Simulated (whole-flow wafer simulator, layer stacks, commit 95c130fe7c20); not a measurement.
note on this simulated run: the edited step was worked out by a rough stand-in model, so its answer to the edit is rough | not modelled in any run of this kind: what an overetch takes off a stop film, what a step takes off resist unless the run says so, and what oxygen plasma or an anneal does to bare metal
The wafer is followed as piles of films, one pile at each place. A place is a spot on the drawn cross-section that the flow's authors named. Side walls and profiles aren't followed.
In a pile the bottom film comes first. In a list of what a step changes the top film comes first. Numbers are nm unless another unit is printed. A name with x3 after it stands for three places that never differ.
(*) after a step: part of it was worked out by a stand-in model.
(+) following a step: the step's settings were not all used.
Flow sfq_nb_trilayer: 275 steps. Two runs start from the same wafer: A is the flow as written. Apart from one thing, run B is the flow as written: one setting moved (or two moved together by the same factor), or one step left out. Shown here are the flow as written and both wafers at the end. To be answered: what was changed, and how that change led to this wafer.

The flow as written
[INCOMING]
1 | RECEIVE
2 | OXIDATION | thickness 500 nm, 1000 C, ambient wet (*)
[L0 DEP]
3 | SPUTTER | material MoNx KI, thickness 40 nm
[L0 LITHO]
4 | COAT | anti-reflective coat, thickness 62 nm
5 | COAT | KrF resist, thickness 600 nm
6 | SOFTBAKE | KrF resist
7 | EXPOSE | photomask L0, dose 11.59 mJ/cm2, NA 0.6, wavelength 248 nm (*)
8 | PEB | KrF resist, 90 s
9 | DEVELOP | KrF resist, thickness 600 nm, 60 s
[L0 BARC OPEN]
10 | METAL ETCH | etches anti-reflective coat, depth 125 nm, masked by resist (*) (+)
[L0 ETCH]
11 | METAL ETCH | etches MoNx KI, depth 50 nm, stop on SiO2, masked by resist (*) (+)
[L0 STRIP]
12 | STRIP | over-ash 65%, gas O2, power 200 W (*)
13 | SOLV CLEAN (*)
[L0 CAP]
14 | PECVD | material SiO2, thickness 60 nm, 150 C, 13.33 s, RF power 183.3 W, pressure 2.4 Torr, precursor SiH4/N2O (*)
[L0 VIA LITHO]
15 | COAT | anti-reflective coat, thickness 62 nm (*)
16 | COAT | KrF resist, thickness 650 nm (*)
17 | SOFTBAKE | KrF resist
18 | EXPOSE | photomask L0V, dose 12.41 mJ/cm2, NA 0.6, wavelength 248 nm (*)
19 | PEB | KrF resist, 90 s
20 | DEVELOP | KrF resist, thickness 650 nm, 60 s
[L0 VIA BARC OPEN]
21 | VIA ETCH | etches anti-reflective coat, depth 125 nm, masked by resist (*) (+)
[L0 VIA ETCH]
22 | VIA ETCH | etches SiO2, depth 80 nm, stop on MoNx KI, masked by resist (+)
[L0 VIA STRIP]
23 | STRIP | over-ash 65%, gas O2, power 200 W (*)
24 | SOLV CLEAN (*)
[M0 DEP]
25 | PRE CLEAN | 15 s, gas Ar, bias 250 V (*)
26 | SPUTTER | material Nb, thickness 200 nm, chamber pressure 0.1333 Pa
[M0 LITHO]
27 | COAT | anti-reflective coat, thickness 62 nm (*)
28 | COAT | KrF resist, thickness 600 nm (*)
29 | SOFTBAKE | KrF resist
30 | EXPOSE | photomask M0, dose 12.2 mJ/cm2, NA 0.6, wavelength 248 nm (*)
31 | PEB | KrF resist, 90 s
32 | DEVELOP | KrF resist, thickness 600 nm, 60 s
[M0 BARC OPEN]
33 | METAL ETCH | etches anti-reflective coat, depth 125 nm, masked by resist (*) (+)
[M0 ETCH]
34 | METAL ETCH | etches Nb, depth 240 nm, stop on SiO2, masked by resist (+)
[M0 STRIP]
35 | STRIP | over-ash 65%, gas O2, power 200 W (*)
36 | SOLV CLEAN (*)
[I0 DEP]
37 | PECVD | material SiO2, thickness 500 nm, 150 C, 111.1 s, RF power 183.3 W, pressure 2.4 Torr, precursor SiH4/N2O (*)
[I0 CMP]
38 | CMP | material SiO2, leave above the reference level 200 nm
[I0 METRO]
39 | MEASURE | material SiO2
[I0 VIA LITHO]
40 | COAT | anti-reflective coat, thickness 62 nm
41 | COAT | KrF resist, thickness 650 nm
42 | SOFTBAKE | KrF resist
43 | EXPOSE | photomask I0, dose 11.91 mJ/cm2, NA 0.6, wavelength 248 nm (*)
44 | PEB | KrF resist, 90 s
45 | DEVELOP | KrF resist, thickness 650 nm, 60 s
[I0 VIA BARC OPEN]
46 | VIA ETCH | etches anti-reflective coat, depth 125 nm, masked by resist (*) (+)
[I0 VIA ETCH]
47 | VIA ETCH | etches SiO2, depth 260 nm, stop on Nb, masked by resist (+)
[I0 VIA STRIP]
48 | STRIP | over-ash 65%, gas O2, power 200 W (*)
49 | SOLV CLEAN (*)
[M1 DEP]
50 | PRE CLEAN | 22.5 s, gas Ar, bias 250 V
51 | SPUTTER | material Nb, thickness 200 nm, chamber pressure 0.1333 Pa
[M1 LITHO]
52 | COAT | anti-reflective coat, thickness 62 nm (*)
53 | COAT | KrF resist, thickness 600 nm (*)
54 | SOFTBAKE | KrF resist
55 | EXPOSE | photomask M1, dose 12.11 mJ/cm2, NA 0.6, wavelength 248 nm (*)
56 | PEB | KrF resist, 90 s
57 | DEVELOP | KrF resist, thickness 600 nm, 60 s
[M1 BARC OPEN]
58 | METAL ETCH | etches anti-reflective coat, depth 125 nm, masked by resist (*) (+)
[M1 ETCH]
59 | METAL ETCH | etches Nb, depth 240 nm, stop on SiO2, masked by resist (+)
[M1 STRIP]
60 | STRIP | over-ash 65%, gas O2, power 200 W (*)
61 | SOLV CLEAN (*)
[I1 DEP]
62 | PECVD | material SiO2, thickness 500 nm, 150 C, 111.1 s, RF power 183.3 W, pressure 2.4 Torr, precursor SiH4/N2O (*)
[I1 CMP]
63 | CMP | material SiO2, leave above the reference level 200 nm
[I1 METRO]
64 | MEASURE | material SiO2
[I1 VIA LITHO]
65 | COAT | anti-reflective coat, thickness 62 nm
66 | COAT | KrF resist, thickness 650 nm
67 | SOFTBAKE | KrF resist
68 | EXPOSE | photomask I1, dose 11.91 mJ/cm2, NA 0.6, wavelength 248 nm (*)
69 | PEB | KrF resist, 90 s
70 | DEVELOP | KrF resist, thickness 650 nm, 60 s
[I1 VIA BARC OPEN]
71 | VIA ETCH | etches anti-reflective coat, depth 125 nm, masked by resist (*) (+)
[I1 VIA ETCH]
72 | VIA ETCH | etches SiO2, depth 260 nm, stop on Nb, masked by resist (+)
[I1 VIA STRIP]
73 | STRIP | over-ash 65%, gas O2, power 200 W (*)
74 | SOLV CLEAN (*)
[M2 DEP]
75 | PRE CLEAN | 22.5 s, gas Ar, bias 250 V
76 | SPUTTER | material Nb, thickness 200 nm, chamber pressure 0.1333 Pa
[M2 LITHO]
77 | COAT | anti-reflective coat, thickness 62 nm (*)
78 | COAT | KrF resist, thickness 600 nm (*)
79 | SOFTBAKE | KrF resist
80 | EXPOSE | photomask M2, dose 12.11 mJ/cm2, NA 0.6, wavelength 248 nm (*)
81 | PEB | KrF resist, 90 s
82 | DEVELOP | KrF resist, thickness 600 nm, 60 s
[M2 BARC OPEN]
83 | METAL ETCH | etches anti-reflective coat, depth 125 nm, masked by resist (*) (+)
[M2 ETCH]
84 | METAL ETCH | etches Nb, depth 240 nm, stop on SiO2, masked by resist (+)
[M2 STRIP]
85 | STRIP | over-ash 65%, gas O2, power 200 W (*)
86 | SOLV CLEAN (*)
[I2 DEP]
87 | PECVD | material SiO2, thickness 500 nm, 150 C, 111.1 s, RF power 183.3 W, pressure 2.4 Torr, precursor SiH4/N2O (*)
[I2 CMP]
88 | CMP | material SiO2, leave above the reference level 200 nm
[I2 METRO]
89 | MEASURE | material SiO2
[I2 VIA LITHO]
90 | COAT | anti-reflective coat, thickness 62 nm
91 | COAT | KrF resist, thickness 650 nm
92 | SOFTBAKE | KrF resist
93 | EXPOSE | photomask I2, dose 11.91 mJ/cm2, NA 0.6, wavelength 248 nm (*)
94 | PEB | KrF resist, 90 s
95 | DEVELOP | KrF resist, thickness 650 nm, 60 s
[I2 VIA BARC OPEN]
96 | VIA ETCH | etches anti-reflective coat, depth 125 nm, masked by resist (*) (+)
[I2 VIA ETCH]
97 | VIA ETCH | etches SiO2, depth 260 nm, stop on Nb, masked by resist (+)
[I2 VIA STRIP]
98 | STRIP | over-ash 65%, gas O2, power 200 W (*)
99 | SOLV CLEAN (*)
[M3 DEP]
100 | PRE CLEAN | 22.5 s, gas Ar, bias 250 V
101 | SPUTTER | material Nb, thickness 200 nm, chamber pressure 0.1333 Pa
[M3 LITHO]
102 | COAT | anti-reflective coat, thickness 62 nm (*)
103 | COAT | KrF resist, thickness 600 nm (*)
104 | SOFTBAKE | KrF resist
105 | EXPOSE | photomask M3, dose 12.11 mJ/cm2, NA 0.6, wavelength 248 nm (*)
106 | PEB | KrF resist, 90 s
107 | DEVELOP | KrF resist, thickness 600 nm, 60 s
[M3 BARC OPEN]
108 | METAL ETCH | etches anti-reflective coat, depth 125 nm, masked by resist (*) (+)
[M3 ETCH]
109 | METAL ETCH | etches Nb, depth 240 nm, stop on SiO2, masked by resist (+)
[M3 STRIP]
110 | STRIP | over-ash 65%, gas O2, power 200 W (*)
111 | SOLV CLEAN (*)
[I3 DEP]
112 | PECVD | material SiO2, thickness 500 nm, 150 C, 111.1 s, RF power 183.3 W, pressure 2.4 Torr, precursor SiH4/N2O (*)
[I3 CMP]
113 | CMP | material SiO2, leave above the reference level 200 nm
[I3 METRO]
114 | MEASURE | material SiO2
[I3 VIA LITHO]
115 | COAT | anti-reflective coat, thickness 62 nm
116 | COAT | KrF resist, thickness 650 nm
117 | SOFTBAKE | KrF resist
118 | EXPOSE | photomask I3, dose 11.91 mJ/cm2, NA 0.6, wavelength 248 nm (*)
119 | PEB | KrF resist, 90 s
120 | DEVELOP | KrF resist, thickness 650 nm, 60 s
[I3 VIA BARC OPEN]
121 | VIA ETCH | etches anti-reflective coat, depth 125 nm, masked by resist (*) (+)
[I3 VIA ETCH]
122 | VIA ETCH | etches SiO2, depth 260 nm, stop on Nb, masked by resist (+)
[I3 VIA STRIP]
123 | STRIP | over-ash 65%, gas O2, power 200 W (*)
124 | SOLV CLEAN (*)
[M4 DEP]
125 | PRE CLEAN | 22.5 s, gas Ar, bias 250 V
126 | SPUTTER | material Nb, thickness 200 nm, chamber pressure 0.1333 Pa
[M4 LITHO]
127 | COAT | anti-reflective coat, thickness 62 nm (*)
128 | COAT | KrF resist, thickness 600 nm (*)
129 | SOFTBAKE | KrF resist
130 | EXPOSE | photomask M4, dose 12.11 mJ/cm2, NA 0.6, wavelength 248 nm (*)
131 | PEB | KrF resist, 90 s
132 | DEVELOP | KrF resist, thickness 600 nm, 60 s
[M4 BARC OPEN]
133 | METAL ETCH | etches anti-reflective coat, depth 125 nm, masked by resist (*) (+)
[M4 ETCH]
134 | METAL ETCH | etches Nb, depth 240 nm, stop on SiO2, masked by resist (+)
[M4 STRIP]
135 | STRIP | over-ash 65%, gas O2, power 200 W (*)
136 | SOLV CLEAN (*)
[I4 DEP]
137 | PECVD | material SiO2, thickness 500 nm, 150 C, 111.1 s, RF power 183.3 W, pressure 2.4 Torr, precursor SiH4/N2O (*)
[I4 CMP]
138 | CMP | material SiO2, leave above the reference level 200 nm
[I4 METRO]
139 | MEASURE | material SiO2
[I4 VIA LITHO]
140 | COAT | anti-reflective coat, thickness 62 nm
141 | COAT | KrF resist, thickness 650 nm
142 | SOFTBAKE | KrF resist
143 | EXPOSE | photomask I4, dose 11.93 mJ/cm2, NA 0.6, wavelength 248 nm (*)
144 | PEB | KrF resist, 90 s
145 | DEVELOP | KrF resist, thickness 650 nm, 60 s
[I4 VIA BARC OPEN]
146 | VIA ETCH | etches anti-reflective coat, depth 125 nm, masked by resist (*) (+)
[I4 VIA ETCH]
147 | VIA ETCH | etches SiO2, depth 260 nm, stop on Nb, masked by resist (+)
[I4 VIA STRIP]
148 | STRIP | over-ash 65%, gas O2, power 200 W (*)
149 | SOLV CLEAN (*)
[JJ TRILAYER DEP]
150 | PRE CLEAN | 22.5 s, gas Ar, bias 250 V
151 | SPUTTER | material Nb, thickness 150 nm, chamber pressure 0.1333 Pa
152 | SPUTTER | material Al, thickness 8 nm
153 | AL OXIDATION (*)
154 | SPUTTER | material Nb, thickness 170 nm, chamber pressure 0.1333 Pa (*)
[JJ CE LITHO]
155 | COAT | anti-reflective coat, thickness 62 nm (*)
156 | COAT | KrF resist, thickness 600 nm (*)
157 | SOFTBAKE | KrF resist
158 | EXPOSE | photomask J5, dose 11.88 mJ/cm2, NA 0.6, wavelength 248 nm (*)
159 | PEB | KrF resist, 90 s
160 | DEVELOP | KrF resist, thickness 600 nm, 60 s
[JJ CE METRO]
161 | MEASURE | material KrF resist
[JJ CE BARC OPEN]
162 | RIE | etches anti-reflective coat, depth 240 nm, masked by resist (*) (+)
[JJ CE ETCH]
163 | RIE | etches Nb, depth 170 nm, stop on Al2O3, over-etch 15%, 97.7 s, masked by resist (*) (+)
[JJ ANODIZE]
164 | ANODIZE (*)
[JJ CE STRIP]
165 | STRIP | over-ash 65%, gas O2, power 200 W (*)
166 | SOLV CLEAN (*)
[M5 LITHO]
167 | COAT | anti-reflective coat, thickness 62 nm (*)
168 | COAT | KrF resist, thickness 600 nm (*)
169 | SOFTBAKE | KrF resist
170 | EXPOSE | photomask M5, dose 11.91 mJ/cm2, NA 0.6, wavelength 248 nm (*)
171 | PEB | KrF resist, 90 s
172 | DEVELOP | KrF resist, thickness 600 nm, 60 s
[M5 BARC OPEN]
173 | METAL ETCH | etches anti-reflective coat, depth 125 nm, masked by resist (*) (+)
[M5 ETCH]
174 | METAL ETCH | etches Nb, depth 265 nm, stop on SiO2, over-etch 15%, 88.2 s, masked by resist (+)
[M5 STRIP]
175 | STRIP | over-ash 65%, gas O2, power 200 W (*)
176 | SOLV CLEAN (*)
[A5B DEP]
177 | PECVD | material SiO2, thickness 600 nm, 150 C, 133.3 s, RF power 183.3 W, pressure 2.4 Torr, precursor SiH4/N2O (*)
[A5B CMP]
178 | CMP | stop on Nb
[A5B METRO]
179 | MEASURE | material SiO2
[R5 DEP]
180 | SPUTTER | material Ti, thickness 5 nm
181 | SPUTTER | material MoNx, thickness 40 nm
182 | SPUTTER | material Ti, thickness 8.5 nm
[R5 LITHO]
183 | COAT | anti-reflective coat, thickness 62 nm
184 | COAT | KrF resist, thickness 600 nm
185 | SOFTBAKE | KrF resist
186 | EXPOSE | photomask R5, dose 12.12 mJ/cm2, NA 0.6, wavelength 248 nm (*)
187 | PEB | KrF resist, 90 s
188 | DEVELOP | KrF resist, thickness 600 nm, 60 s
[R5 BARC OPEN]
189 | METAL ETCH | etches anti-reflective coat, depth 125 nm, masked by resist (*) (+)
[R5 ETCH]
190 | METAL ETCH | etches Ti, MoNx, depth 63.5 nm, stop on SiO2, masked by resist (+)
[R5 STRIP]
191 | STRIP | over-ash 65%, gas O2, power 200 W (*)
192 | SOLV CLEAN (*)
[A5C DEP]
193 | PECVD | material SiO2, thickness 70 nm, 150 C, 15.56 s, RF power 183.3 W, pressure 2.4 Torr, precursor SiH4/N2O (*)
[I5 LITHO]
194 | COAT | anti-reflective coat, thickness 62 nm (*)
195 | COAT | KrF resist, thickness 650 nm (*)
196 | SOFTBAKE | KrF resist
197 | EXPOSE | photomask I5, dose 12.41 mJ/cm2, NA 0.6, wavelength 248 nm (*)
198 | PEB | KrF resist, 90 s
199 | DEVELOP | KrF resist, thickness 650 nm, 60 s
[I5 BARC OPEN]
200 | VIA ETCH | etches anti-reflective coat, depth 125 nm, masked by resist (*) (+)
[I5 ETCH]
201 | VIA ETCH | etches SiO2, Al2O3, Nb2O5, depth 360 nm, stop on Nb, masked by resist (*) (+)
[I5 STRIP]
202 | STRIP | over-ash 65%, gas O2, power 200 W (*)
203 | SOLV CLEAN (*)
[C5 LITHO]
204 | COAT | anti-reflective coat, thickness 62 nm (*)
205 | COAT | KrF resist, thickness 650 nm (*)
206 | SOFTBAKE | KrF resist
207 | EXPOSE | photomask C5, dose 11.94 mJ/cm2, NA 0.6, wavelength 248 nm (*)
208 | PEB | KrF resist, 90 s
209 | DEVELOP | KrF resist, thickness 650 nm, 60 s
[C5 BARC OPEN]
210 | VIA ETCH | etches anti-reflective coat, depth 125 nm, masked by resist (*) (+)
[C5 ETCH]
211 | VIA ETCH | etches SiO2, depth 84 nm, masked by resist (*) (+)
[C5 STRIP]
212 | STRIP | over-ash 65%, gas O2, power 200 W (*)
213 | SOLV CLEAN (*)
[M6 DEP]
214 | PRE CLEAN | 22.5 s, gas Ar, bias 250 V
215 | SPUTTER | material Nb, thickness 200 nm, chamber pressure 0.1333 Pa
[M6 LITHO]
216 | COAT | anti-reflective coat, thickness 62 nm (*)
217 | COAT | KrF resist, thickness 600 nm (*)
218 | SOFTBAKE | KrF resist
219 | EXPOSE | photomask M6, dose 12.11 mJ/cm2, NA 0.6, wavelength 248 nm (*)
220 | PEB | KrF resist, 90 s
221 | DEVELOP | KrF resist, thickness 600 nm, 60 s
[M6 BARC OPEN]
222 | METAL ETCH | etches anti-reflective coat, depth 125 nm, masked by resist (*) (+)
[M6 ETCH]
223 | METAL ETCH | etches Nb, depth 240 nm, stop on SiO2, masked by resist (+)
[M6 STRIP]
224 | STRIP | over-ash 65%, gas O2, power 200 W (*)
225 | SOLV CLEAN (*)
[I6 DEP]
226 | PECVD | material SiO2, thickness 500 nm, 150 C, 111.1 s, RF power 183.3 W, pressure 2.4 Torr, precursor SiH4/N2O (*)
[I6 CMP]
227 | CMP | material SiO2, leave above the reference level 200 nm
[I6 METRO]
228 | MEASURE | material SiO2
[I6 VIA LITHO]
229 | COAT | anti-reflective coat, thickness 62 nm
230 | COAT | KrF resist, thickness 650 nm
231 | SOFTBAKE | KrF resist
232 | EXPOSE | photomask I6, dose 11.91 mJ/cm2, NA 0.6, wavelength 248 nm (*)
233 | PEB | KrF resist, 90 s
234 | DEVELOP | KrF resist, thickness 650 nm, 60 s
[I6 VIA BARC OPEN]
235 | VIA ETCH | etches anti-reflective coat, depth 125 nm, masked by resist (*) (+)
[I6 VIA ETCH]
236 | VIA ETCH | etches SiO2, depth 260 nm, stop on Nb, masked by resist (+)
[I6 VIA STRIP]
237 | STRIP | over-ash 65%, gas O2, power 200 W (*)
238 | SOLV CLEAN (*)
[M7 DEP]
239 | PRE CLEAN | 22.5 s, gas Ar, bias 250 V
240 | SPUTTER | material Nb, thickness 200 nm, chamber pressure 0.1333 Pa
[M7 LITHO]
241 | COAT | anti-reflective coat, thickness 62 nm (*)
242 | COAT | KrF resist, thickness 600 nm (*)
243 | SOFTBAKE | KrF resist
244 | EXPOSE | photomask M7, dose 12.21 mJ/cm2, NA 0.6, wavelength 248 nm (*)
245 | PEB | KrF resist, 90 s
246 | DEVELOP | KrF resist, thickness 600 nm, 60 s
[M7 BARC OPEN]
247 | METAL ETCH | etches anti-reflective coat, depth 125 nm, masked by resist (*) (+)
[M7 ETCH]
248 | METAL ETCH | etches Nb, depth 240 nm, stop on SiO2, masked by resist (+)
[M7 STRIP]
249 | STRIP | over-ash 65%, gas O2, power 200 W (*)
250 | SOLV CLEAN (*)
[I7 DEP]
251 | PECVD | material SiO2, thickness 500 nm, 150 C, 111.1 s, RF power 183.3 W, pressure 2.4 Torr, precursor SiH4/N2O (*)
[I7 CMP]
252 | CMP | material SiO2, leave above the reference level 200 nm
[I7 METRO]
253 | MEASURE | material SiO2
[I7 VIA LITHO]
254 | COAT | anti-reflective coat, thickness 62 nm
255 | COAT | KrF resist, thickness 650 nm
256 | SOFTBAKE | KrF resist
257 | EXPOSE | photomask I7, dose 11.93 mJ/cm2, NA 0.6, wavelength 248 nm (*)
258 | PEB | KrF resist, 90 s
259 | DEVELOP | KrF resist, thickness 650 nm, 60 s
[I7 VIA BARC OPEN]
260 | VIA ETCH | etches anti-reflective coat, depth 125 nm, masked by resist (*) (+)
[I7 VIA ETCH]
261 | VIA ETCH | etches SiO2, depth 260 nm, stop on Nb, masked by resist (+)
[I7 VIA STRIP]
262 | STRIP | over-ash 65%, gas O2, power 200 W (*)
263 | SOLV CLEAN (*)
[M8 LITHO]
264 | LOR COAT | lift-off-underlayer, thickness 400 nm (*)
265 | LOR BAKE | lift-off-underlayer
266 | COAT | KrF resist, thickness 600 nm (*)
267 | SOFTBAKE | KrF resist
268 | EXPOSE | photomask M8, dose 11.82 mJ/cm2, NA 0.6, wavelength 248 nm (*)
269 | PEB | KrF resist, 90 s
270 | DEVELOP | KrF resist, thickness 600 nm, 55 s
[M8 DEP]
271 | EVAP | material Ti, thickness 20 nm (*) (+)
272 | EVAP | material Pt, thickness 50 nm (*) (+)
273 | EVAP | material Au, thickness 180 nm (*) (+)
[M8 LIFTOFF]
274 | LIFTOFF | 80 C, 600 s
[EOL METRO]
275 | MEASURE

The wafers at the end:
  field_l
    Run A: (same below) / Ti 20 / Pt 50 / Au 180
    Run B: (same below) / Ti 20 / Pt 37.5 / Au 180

What caused this: step 272, EVAP: thickness 37.5 nm was run, while the flow as written has thickness 50 nm.
One can read it off the wafer: field_l has Pt 37.5, and step 272 as written asks for 50 nm.

How this came from the change, step by step:
  272 | EVAP | material Pt, thickness 50 nm (*) (+)
      field_l, v_sur, via_wl and 103 more: A +50 Pt (new film) | B +37.5 Pt (new film)
  274 | LIFTOFF | 80 C, 600 s
      p4_fl, p4_fm, p4_w1 and 71 more: A -180 Au (all of it), -50 Pt (all of it), -20 Ti (all of it), -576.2 KrF resist (all of it), -400 lift-off-underlayer (all of it) | B -180 Au (all of it), -37.5 Pt (all of it), -20 Ti (all of it), -576.2 KrF resist (all of it), -400 lift-off-underlayer (all of it)
      c5j, ce_r: A -180 Au (all of it), -50 Pt (all of it), -20 Ti (all of it), -573.3 KrF resist (all of it), -399.3 lift-off-underlayer (all of it) | B -180 Au (all of it), -37.5 Pt (all of it), -20 Ti (all of it), -573.3 KrF resist (all of it), -399.3 lift-off-underlayer (all of it)
      (and at 19 other places as well)
